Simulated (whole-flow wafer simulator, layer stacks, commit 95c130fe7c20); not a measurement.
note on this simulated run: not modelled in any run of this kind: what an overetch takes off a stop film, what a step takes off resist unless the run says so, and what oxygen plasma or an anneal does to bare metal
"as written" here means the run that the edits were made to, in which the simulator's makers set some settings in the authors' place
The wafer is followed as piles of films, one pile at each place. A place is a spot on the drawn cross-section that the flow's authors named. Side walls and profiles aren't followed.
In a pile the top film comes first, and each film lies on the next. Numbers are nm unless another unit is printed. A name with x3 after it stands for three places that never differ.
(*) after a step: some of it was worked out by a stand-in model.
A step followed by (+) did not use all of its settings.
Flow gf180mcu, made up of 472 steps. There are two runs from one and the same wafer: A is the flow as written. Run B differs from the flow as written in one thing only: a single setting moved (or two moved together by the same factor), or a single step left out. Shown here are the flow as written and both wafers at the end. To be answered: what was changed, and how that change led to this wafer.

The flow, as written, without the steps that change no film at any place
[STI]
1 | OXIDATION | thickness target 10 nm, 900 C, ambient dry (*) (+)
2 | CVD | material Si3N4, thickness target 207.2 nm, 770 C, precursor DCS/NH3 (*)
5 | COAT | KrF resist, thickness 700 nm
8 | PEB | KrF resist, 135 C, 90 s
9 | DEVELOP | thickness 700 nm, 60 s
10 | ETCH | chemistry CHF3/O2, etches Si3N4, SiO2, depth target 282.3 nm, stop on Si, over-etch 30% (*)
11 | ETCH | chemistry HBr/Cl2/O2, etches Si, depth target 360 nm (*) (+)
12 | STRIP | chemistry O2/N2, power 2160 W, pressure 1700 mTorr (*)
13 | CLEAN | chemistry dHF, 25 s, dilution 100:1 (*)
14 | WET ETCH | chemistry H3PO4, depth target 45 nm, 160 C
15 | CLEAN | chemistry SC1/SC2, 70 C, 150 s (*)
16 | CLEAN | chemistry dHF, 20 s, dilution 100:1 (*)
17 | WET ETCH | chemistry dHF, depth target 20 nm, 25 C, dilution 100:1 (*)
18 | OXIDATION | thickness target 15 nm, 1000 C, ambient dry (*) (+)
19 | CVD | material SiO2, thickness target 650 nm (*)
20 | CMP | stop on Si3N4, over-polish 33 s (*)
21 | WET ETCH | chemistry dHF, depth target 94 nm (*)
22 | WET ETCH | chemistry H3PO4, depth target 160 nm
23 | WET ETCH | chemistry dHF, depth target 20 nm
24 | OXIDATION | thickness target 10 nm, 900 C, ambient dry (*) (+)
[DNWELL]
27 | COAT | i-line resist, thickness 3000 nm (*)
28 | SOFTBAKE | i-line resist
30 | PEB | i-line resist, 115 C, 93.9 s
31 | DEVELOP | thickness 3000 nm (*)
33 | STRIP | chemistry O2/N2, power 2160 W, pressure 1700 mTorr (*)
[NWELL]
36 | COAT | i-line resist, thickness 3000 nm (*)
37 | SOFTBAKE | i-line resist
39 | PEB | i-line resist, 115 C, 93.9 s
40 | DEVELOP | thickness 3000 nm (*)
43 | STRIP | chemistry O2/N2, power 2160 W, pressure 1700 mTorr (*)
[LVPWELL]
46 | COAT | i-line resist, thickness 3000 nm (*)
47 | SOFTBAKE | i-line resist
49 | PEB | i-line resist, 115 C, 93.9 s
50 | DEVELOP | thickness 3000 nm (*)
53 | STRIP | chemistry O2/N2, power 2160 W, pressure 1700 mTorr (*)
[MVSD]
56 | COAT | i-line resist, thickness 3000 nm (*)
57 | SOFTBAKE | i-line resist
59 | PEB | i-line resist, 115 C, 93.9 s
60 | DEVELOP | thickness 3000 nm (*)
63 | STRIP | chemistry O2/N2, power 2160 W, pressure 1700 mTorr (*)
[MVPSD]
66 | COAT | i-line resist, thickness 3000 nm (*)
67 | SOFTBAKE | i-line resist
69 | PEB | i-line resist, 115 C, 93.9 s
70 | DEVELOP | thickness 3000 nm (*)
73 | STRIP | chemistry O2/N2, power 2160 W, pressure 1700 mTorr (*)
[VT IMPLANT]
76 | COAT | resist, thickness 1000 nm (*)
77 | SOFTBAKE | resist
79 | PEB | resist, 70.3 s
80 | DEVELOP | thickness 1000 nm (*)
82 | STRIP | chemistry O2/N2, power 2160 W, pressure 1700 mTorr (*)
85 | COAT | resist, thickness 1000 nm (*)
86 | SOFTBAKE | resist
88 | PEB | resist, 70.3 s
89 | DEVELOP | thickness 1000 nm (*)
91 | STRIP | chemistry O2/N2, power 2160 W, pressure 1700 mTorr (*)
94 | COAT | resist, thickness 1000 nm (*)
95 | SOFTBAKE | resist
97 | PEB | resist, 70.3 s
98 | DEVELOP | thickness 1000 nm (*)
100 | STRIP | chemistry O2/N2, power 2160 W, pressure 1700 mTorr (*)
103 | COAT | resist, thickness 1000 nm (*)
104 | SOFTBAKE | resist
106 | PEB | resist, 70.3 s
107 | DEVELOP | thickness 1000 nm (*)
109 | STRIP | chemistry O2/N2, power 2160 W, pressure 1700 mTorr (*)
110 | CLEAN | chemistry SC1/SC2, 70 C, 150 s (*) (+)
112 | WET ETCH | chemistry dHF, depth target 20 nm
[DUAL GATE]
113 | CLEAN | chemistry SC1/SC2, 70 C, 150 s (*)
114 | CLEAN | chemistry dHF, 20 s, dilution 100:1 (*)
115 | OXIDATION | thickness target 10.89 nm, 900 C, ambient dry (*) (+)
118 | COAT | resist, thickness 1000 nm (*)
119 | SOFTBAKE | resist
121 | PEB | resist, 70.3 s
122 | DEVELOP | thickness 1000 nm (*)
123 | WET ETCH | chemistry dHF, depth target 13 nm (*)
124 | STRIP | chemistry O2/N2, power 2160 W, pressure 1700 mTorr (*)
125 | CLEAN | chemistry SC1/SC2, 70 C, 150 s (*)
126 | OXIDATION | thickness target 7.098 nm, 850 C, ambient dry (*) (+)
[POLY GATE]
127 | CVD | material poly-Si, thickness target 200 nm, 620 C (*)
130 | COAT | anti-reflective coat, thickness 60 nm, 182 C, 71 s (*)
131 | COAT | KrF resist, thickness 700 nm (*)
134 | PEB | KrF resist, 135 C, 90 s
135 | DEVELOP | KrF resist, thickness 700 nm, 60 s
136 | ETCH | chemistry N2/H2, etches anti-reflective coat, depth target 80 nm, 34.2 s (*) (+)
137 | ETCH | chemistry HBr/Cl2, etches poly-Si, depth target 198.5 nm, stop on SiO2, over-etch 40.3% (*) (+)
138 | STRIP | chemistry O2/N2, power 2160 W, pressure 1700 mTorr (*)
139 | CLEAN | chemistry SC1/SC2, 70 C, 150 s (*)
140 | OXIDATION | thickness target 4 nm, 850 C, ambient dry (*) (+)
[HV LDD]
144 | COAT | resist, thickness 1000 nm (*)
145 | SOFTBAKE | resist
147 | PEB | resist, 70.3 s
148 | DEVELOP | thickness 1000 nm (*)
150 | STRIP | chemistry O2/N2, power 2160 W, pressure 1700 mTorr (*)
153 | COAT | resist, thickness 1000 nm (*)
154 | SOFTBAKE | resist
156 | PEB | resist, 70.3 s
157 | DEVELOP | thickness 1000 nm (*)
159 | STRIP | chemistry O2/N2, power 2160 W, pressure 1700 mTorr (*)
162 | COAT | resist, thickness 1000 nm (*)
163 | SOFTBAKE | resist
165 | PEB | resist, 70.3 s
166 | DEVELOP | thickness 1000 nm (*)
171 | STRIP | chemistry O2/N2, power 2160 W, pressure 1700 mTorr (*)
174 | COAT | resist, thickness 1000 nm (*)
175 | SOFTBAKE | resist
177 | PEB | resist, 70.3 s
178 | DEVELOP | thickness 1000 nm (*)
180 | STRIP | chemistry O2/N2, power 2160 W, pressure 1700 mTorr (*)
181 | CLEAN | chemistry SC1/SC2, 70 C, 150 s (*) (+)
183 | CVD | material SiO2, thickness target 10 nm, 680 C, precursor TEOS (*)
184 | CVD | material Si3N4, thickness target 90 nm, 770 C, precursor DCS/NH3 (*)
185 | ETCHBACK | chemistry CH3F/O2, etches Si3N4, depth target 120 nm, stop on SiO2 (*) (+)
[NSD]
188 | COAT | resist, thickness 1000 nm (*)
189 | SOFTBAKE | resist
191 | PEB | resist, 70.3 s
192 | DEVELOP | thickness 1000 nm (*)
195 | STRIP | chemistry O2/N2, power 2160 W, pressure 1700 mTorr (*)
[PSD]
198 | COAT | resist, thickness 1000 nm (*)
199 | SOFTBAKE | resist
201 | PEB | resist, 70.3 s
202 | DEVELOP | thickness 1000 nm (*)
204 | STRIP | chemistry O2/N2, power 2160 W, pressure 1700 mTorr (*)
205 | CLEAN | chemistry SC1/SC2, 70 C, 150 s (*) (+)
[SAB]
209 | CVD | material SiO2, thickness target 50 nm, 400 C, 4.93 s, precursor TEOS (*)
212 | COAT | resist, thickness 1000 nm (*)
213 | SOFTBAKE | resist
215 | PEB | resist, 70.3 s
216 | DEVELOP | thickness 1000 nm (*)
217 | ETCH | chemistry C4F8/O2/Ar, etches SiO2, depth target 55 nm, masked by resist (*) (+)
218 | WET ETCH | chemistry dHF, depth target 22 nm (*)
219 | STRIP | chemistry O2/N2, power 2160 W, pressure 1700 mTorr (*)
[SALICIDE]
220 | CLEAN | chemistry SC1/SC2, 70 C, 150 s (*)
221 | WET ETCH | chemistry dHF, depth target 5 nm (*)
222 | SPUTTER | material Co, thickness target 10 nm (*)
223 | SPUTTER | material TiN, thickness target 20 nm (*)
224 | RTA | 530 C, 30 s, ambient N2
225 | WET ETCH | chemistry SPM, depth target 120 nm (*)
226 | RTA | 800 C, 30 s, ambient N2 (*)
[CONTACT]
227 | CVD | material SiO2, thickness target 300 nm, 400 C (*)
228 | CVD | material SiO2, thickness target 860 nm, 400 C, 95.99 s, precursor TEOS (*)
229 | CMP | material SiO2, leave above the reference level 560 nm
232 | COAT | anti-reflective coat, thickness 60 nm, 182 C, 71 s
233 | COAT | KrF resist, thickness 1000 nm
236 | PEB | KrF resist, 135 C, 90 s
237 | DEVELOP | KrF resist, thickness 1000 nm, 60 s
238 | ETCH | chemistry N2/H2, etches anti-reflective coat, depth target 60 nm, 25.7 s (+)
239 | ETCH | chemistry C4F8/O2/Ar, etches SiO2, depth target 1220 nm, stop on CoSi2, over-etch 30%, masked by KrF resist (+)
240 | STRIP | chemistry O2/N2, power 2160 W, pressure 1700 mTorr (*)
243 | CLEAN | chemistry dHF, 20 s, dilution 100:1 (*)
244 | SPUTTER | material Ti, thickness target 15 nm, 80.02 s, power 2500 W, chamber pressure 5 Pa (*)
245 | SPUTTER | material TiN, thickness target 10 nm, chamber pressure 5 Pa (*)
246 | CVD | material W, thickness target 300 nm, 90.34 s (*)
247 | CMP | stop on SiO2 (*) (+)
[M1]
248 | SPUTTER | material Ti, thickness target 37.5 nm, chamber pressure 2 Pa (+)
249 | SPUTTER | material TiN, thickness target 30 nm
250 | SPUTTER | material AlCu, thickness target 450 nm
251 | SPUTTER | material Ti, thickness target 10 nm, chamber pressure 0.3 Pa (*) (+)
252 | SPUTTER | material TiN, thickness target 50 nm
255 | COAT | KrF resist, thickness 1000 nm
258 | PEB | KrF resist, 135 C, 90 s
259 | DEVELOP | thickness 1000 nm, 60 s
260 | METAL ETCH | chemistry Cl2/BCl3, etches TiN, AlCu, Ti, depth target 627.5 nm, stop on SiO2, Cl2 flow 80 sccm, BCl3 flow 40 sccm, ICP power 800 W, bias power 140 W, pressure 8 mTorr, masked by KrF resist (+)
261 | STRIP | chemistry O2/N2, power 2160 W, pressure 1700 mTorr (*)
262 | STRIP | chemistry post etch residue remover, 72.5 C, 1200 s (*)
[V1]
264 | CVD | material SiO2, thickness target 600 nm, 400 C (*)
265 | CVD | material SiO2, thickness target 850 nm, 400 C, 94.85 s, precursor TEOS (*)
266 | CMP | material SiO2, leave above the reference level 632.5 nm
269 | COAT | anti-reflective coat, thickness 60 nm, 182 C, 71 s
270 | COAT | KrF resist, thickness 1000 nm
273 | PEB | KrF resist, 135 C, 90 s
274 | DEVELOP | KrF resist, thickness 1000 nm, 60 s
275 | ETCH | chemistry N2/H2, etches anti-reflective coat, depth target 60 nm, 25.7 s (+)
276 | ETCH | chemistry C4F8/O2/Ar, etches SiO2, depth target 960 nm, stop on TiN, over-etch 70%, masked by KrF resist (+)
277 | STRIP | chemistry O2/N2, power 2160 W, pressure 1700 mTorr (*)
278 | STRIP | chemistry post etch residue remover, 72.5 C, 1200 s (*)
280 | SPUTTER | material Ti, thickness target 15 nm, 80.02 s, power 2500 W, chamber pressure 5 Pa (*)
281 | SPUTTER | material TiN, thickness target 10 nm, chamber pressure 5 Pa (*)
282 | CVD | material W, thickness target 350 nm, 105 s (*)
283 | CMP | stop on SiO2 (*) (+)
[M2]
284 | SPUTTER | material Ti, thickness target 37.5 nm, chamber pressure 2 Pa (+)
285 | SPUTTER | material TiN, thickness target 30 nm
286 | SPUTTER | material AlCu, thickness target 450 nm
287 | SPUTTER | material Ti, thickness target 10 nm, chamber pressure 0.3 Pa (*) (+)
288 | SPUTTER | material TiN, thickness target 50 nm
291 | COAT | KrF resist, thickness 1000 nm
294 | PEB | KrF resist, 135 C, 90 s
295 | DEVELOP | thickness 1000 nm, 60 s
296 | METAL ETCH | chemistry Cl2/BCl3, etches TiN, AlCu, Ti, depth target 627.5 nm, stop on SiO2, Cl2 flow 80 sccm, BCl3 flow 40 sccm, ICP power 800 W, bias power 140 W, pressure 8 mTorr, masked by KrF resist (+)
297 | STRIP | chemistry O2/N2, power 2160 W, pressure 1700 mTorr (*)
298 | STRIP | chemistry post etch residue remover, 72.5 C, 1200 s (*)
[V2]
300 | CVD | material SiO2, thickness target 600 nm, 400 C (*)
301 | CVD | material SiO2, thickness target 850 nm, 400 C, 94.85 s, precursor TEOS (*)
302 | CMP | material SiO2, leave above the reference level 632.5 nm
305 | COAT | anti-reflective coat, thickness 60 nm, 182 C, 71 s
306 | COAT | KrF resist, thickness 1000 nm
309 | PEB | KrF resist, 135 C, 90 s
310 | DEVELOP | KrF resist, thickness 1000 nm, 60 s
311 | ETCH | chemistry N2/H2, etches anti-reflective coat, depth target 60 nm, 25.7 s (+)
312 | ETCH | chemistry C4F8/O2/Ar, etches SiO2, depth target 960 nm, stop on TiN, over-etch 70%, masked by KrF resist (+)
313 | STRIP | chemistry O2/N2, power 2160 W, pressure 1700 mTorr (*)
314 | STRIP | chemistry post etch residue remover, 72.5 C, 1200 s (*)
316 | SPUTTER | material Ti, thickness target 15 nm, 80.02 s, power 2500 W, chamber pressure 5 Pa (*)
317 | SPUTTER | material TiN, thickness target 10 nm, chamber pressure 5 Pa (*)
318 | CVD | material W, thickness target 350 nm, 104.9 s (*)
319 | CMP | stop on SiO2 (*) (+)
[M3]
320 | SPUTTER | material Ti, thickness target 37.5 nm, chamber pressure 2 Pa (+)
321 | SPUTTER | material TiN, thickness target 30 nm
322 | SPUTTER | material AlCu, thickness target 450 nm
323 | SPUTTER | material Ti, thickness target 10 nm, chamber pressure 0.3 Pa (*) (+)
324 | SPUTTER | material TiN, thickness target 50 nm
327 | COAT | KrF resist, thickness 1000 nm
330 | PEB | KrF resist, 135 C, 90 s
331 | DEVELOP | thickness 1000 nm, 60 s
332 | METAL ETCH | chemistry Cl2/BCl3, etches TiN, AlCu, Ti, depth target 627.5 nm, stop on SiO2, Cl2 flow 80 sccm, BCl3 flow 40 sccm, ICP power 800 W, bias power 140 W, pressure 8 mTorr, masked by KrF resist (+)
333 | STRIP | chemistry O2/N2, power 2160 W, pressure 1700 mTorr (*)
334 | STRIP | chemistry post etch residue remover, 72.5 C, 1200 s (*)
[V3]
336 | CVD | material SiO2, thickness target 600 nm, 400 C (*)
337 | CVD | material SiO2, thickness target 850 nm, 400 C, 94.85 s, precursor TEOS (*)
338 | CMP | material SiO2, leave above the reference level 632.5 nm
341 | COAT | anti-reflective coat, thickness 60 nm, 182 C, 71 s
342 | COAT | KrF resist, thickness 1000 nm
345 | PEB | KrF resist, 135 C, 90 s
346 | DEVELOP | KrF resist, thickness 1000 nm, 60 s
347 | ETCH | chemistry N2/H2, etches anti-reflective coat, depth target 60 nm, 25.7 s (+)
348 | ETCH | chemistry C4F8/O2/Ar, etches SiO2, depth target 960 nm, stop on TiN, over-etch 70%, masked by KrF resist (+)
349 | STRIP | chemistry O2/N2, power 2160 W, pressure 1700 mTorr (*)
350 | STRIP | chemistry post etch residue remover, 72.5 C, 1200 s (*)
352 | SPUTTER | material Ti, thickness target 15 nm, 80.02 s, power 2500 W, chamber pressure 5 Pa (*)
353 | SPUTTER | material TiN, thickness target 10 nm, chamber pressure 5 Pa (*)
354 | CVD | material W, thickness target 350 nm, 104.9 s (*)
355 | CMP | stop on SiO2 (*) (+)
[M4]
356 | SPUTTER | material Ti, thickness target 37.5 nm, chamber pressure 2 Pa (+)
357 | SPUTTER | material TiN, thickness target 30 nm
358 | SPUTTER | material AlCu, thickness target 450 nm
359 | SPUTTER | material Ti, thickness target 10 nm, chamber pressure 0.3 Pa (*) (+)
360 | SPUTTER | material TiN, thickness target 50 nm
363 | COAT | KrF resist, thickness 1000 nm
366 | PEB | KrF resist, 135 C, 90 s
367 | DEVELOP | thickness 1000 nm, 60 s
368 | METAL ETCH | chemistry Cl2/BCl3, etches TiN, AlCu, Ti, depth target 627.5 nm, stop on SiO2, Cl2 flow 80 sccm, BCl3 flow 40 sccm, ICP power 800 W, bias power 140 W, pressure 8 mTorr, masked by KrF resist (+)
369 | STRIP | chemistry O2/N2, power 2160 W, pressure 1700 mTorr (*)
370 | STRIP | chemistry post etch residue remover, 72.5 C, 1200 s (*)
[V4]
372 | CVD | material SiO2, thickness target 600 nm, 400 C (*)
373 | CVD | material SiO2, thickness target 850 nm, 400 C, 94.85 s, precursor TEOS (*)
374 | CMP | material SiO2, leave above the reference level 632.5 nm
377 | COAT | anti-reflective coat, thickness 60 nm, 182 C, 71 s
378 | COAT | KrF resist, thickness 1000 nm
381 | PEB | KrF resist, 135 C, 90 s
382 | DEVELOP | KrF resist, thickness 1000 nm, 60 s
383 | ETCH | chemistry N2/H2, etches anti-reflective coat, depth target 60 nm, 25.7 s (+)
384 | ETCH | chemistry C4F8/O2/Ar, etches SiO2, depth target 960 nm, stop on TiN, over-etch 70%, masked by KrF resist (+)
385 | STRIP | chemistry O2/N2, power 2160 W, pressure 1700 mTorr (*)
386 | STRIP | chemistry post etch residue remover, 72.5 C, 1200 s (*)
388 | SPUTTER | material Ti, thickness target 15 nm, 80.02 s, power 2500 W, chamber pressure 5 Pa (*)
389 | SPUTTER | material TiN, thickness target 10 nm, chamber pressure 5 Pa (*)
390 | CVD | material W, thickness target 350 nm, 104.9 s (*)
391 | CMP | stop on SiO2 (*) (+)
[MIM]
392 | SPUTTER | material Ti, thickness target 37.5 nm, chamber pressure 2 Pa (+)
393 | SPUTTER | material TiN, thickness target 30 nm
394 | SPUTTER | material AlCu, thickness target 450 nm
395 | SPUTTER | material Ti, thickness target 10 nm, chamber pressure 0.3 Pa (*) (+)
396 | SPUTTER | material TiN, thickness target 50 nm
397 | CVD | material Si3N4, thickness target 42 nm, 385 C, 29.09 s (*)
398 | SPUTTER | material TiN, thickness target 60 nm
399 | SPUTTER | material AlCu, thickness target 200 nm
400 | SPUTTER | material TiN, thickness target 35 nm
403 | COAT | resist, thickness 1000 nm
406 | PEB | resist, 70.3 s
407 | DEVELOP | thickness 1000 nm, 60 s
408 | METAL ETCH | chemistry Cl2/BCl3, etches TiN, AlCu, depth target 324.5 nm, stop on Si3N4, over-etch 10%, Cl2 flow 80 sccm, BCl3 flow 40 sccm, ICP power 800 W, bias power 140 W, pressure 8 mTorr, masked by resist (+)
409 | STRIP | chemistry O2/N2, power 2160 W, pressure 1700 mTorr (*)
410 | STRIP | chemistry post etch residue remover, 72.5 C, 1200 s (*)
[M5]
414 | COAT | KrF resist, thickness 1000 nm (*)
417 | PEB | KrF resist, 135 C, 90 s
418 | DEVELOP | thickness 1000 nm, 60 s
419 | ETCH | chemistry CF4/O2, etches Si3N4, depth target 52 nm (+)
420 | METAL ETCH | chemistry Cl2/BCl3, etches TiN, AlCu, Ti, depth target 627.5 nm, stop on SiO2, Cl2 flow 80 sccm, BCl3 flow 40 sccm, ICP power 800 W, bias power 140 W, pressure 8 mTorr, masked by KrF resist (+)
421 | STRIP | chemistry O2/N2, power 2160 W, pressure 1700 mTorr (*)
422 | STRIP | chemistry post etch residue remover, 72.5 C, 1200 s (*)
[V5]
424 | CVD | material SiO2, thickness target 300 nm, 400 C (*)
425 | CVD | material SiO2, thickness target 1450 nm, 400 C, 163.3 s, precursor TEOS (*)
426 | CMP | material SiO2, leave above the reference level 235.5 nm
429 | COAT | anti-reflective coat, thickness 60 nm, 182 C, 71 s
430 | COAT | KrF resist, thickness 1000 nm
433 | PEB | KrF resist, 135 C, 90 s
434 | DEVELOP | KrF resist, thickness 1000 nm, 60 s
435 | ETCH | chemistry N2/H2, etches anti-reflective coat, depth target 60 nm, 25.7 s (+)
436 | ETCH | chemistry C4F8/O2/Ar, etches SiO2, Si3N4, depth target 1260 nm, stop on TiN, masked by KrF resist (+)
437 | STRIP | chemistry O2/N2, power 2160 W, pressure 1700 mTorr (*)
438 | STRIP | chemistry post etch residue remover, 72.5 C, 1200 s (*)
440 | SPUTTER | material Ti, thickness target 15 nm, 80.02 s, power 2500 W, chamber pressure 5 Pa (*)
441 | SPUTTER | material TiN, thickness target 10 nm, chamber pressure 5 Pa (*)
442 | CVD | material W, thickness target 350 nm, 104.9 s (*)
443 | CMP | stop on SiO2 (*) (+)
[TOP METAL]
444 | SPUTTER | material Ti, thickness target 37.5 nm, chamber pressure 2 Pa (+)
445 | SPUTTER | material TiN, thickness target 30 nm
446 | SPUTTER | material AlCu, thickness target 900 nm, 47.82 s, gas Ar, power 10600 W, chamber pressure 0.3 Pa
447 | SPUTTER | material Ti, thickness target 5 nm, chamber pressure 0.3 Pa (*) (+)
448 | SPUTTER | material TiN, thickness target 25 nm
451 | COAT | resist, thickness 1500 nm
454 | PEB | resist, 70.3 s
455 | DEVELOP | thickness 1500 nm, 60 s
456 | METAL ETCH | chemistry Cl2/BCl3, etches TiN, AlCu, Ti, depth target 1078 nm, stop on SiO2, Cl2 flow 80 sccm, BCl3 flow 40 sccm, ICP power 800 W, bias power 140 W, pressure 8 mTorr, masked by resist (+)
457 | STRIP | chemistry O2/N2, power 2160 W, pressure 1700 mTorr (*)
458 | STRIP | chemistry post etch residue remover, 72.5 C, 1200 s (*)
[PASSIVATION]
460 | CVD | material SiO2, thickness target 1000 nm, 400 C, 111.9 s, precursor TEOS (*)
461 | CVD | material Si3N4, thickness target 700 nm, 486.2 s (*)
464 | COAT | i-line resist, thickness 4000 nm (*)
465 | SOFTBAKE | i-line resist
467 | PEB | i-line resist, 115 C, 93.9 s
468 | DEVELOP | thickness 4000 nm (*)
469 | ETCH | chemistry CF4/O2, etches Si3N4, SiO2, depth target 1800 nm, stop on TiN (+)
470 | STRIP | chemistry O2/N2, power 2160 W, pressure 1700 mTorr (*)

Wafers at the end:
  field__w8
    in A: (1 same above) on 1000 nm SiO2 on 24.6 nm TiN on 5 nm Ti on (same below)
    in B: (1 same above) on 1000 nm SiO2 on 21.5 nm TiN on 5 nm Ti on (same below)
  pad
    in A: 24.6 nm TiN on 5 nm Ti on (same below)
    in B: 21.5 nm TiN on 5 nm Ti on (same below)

The reason: step 448, SPUTTER: thickness target 21.9 nm was run, while the flow as written has thickness target 25 nm.

Step by step, how the change led to this:
  448 | SPUTTER | material TiN, thickness target 25 nm
      field, field__w1, field__w2 and 109 more: A +25 TiN (new film) | B +21.9 TiN (new film)
  456 | METAL ETCH | chemistry Cl2/BCl3, etches TiN, AlCu, Ti, depth target 1078 nm, stop on SiO2, Cl2 flow 80 sccm, BCl3 flow 40 sccm, ICP power 800 W, bias power 140 W, pressure 8 mTorr, masked by resist (+)
      field, field__w1, field__w2 and 103 more: A -25 TiN (all of it), -5 Ti (all of it), -900 AlCu (all of it), -30 TiN (all of it), -37.5 Ti (all of it) | B -21.9 TiN (all of it), -5 Ti (all of it), -900 AlCu (all of it), -30 TiN (all of it), -37.5 Ti (all of it)
